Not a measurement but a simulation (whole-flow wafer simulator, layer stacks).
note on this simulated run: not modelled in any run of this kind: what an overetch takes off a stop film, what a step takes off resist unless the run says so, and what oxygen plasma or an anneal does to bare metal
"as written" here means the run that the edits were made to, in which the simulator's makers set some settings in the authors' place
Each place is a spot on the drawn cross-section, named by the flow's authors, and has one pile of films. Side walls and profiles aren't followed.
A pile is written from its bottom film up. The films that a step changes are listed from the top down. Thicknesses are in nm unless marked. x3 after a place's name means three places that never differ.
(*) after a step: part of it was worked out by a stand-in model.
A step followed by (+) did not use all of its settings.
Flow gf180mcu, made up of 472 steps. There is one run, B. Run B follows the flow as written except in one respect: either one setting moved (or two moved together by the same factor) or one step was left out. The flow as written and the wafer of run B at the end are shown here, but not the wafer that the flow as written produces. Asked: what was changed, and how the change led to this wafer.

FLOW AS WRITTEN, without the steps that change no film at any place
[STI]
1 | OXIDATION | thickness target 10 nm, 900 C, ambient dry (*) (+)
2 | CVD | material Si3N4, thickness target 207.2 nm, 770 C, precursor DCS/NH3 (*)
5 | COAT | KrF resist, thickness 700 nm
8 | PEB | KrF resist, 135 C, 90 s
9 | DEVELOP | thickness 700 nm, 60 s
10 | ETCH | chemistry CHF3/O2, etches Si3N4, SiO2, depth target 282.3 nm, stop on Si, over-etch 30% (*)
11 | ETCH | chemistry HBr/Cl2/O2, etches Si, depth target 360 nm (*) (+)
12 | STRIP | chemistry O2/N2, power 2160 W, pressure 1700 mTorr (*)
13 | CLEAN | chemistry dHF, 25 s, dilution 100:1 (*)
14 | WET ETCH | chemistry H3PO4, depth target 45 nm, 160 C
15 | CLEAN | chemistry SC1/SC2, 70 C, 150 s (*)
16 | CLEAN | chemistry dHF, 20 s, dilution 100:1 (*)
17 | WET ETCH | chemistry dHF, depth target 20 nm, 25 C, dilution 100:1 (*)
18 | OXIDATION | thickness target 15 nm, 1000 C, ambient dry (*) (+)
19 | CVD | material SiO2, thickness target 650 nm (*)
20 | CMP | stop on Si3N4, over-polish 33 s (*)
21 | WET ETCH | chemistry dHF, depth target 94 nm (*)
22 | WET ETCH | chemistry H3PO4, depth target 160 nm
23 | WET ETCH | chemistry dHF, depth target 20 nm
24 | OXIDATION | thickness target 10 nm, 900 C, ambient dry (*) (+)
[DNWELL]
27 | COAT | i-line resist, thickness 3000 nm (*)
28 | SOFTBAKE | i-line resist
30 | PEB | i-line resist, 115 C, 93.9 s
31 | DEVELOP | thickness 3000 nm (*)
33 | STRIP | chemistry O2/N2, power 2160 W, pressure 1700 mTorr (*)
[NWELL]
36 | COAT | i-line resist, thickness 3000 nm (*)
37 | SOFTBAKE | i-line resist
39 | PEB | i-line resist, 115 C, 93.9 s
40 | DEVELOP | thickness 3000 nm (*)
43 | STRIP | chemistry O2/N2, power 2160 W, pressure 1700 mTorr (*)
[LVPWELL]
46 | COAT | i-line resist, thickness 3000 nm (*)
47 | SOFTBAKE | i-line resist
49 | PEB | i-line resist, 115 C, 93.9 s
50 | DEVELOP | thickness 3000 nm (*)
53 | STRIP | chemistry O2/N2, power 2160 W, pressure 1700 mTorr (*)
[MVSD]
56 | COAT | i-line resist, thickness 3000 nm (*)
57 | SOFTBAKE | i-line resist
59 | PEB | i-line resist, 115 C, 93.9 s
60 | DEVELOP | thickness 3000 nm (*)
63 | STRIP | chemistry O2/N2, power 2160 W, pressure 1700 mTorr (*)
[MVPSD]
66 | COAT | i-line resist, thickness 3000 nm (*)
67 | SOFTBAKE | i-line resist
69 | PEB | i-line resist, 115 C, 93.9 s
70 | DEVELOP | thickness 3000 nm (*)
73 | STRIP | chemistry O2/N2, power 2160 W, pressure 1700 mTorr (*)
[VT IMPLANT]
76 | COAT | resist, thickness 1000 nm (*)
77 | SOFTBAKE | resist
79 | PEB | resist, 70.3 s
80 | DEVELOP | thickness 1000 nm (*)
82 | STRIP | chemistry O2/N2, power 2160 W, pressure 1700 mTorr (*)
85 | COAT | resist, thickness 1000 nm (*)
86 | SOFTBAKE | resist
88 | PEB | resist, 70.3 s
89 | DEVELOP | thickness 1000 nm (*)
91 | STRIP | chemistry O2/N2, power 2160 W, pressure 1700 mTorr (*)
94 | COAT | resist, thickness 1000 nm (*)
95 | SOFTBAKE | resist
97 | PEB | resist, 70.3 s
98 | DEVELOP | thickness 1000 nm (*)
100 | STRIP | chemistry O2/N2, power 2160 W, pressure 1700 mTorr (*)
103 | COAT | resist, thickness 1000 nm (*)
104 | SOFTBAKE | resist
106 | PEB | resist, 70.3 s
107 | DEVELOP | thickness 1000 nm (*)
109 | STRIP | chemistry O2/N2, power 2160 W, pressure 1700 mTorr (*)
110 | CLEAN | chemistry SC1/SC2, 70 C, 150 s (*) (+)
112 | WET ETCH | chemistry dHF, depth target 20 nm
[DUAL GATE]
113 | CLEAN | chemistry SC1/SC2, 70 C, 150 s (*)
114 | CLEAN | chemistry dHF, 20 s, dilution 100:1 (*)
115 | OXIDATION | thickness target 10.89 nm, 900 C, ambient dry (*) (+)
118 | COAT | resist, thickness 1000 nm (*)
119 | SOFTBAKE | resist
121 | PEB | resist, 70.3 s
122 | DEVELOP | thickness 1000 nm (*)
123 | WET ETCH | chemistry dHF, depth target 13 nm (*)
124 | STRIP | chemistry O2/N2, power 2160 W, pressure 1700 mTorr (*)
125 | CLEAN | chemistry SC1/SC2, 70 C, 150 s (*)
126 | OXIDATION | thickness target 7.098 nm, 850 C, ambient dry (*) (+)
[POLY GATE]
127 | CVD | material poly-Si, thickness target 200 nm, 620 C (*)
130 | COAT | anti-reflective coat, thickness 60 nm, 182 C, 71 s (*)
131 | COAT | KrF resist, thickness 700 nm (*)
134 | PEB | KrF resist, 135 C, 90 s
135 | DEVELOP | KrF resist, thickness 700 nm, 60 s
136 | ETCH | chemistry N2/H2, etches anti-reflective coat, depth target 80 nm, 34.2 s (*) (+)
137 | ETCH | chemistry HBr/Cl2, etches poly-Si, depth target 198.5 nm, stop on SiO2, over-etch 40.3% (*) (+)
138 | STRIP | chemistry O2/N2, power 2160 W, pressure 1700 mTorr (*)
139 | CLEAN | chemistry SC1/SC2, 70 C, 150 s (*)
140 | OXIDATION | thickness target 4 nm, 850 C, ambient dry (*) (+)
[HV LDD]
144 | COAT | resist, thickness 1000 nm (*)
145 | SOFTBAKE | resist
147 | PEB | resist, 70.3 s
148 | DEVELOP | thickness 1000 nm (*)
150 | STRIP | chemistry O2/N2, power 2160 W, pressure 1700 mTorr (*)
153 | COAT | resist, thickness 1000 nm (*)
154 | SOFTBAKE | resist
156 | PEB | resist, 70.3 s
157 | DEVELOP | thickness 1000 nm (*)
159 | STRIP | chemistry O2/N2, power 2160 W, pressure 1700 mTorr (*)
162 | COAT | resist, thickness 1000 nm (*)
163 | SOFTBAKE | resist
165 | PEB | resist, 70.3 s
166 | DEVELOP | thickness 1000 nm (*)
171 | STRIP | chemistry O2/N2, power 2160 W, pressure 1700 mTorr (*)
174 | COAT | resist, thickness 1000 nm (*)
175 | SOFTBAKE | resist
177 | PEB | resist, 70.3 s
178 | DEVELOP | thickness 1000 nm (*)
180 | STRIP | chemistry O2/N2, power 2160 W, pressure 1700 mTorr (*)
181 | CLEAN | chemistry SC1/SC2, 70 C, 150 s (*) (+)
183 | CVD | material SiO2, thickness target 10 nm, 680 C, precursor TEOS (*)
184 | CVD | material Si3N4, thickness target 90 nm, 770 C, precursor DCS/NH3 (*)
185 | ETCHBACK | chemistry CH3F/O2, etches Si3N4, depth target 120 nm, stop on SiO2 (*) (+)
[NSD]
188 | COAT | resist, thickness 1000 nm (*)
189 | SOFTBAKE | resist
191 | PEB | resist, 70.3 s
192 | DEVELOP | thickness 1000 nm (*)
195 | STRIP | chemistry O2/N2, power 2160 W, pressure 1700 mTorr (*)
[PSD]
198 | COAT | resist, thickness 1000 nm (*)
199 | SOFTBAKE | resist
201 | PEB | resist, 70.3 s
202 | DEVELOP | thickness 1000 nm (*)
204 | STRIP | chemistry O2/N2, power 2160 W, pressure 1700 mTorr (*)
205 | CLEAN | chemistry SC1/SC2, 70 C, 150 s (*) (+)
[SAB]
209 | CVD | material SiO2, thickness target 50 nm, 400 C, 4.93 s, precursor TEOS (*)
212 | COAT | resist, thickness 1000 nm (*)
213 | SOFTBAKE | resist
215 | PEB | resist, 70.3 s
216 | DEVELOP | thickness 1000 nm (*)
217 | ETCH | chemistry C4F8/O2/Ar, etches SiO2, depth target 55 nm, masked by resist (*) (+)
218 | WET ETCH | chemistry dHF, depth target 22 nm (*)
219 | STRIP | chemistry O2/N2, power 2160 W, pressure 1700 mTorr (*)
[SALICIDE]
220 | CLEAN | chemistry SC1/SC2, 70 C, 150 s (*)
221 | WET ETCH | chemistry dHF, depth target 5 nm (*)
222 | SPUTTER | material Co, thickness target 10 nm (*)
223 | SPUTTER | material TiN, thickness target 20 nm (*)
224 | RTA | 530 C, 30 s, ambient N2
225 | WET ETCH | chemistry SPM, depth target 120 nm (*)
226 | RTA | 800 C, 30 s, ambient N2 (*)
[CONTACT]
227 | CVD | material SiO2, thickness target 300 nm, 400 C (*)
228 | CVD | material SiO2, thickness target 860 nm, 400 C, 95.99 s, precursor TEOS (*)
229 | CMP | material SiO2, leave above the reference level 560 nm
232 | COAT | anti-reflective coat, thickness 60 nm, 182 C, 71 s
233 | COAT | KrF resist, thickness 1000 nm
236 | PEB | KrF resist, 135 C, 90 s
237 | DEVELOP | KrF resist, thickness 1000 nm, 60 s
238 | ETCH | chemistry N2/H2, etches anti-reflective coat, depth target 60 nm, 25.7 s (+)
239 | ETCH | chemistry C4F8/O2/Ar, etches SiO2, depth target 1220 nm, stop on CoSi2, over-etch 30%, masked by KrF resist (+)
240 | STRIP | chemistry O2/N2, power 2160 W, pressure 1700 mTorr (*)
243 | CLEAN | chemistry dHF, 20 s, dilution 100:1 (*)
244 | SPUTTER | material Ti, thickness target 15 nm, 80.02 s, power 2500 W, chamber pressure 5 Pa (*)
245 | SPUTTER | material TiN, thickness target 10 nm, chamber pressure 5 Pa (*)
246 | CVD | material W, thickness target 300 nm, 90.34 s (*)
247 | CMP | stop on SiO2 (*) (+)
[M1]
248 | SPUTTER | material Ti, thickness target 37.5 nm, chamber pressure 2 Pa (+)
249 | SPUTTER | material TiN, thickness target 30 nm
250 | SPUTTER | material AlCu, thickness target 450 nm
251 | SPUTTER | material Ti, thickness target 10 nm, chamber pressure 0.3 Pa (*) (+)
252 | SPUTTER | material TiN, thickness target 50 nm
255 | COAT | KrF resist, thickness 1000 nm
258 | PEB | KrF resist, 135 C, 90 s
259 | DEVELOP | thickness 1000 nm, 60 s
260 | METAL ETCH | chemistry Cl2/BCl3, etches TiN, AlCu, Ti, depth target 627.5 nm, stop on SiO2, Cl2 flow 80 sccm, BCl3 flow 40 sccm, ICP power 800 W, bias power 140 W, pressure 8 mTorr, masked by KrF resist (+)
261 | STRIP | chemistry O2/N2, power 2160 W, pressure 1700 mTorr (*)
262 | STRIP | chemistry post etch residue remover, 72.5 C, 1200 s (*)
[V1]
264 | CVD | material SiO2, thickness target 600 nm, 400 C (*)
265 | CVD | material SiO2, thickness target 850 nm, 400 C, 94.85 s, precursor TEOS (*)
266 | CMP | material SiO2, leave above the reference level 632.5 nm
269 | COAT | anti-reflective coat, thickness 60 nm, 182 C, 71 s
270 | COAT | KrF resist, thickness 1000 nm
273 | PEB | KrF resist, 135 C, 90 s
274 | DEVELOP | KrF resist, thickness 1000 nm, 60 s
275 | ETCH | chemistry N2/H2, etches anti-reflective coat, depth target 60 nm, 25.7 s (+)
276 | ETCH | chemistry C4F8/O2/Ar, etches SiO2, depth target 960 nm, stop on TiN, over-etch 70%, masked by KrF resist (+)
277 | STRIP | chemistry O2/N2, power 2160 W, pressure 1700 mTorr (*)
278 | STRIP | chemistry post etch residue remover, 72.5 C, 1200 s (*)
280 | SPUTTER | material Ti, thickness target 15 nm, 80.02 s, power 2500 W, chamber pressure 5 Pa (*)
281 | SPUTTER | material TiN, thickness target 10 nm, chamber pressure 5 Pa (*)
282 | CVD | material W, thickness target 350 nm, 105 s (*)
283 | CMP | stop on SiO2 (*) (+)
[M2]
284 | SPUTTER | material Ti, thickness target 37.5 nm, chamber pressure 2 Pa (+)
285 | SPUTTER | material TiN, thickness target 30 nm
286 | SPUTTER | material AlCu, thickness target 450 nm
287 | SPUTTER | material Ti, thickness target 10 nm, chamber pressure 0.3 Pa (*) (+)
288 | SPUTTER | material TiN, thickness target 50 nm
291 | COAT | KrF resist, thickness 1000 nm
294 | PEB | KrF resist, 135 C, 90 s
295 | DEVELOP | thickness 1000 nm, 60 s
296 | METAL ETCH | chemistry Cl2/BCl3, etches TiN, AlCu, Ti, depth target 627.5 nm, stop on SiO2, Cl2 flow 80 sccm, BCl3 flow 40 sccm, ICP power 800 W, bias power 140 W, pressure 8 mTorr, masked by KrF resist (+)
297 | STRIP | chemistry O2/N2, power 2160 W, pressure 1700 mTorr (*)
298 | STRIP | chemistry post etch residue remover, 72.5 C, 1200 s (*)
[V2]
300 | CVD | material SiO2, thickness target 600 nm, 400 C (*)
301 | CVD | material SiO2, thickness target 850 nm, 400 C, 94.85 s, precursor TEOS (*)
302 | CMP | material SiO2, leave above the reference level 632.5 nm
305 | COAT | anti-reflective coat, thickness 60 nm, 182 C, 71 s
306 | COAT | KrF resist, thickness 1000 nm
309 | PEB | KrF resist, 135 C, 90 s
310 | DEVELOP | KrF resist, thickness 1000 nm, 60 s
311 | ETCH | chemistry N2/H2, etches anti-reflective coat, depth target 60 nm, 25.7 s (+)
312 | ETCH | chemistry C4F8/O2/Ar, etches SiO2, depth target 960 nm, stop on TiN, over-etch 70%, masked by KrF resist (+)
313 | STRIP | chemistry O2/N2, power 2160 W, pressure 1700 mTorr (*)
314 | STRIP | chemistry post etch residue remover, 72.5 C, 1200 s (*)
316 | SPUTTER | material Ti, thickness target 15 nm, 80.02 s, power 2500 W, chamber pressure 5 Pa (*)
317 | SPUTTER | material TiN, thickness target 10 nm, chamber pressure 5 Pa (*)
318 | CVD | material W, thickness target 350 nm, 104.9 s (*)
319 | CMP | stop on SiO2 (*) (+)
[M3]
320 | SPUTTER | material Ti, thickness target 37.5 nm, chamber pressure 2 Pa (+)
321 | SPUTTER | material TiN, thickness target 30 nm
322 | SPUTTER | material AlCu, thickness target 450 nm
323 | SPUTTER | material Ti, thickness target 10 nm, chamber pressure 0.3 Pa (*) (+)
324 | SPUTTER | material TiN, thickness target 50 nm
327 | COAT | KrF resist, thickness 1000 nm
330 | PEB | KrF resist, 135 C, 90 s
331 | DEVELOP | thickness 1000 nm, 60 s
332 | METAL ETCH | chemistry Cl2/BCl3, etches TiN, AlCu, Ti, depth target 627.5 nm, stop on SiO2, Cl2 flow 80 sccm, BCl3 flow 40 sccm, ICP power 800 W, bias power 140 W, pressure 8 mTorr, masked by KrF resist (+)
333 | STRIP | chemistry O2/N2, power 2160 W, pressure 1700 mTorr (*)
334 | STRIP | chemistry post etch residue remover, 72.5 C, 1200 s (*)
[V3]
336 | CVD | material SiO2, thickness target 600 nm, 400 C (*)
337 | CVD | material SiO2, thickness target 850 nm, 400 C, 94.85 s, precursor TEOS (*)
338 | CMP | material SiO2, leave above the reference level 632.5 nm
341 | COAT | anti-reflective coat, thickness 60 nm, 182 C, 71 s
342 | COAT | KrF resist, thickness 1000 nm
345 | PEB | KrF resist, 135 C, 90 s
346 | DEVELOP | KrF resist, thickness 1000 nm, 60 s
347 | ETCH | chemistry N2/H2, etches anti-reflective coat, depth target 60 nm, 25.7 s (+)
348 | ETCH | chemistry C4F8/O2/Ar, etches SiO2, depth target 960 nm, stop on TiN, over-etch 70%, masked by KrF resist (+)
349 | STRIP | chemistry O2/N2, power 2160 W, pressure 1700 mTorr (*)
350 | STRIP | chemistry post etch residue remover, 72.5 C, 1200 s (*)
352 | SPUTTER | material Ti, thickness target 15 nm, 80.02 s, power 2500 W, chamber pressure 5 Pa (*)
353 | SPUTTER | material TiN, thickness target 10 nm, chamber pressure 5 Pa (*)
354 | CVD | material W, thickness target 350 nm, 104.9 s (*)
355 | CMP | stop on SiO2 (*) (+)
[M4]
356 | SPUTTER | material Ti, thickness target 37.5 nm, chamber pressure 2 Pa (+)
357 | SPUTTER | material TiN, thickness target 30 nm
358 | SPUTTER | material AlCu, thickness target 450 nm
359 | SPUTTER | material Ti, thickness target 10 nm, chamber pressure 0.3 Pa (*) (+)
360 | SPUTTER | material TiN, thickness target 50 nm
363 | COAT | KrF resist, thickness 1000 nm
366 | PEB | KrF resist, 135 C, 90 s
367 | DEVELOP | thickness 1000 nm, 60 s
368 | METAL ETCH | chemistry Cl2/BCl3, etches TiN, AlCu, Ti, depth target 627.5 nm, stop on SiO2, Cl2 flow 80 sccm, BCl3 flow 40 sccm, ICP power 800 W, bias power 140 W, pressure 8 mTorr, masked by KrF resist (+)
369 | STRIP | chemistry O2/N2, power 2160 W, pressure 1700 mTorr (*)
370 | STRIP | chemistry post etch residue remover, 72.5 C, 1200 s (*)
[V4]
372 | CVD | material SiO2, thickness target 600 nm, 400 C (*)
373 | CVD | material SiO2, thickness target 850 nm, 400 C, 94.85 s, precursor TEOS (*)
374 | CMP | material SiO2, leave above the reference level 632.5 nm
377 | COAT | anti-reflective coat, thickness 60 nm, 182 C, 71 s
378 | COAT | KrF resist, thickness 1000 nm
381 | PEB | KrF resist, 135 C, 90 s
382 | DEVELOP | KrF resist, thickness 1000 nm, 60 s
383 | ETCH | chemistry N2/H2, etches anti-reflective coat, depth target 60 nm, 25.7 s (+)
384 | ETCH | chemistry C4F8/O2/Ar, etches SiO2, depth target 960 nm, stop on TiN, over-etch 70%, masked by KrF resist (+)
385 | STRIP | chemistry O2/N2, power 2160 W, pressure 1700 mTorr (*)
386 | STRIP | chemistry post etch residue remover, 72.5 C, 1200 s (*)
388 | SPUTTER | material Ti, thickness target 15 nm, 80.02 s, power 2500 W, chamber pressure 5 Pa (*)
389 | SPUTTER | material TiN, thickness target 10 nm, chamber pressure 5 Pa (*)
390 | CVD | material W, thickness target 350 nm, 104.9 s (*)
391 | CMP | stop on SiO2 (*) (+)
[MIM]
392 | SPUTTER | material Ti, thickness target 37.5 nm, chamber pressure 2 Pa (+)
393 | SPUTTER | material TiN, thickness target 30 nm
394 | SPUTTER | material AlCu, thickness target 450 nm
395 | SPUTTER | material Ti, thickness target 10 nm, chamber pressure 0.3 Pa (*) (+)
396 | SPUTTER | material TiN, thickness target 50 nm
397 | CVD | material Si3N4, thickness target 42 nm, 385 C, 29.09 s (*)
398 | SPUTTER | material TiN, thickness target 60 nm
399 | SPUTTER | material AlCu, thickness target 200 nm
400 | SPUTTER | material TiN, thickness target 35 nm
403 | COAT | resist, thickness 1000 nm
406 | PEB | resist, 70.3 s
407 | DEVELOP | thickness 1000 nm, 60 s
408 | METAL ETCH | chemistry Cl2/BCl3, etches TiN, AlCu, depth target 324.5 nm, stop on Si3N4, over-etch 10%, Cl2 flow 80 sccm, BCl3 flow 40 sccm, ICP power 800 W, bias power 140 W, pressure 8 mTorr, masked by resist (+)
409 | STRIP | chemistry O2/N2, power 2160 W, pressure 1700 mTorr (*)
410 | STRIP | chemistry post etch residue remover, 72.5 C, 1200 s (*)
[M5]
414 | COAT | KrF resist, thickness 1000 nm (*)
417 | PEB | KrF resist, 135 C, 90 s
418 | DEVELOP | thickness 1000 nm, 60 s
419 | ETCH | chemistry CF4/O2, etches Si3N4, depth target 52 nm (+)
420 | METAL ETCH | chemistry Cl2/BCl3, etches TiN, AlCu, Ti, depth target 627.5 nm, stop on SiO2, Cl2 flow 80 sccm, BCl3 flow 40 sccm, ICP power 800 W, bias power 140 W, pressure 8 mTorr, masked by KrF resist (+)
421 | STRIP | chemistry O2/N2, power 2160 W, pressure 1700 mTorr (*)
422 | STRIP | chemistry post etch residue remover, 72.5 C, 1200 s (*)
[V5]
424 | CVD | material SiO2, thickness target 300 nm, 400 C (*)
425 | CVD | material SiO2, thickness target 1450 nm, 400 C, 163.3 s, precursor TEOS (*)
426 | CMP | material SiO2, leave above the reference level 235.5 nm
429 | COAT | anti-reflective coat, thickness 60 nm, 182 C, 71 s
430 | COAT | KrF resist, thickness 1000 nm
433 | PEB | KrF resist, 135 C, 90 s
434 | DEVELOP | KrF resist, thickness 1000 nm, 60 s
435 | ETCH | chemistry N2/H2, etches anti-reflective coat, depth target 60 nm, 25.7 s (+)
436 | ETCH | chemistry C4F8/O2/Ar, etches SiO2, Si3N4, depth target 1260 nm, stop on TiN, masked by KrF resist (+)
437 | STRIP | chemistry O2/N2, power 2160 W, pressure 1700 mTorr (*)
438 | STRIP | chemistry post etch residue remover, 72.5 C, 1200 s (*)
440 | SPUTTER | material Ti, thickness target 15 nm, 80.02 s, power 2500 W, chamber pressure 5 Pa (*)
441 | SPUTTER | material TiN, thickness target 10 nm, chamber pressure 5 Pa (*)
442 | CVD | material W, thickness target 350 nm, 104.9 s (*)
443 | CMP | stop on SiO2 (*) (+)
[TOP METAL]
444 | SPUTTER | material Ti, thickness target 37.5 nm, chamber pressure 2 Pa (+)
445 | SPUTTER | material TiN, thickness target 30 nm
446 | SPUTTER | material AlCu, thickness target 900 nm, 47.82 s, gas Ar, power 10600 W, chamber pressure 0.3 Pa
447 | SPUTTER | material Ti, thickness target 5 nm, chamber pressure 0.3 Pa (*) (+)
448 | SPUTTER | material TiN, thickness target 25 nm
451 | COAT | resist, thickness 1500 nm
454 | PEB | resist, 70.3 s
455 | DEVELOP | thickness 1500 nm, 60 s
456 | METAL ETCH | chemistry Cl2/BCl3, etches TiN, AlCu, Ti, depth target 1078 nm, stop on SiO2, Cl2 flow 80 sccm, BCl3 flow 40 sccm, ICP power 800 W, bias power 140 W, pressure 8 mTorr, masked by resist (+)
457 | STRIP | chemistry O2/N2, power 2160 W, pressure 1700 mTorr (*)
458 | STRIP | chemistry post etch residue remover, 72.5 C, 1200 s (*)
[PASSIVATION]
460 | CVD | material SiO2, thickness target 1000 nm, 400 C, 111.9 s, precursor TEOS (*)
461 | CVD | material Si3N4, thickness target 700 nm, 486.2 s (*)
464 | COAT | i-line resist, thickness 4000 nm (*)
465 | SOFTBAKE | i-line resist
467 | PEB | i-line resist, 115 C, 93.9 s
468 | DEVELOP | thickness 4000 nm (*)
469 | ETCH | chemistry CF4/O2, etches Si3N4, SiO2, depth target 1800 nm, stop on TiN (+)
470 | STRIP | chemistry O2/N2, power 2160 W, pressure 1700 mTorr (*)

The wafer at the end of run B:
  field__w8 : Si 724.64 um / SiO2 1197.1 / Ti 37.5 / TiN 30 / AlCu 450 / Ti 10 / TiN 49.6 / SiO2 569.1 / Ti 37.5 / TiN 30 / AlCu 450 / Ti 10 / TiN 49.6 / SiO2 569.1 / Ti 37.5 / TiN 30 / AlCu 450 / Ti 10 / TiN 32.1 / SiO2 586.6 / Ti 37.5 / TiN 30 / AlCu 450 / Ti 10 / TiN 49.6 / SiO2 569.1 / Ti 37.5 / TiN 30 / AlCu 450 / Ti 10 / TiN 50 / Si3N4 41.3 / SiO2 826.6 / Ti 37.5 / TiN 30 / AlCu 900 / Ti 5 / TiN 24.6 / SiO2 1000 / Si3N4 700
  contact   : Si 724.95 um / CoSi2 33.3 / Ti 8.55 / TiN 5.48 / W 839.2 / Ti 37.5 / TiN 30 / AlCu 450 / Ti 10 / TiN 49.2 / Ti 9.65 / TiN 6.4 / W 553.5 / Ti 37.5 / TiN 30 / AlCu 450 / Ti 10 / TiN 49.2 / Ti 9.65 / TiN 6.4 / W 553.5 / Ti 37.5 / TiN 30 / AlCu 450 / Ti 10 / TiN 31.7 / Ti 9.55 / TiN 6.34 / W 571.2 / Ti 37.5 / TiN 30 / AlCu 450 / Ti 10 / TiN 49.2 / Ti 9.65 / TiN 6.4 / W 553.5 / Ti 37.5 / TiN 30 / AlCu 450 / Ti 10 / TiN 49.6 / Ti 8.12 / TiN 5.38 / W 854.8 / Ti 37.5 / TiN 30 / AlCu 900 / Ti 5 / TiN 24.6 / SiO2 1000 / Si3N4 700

What caused this: step 324, SPUTTER: thickness target 32.5 nm was run, whereas the flow has thickness target 50 nm.

The path from the change to this, step by step:
  324 | SPUTTER | material TiN, thickness target 50 nm
      field, field__w1, field__w2 and 108 more: TiN gains 32.5 (new film) (as written it would have been: TiN gains 50 (new film))
  332 | METAL ETCH | chemistry Cl2/BCl3, etches TiN, AlCu, Ti, depth target 627.5 nm, stop on SiO2, Cl2 flow 80 sccm, BCl3 flow 40 sccm, ICP power 800 W, bias power 140 W, pressure 8 mTorr, masked by KrF resist (+)
      field, field__w1, field__w2 and 103 more: TiN loses 32.5 (all of it), Ti loses 10 (all of it), AlCu loses 450 (all of it), TiN loses 30 (all of it), Ti loses 37.5 (all of it) (as written it would have been: TiN loses 50 (all of it), Ti loses 10 (all of it), AlCu loses 450 (all of it), TiN loses 30 (all of it), Ti loses 37.5 (all of it))
  348 | ETCH | chemistry C4F8/O2/Ar, etches SiO2, depth target 960 nm, stop on TiN, over-etch 70%, masked by KrF resist (+)
      contact: SiO2 loses 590 (all of it) (as written it would have been: SiO2 loses 572.5 (all of it))
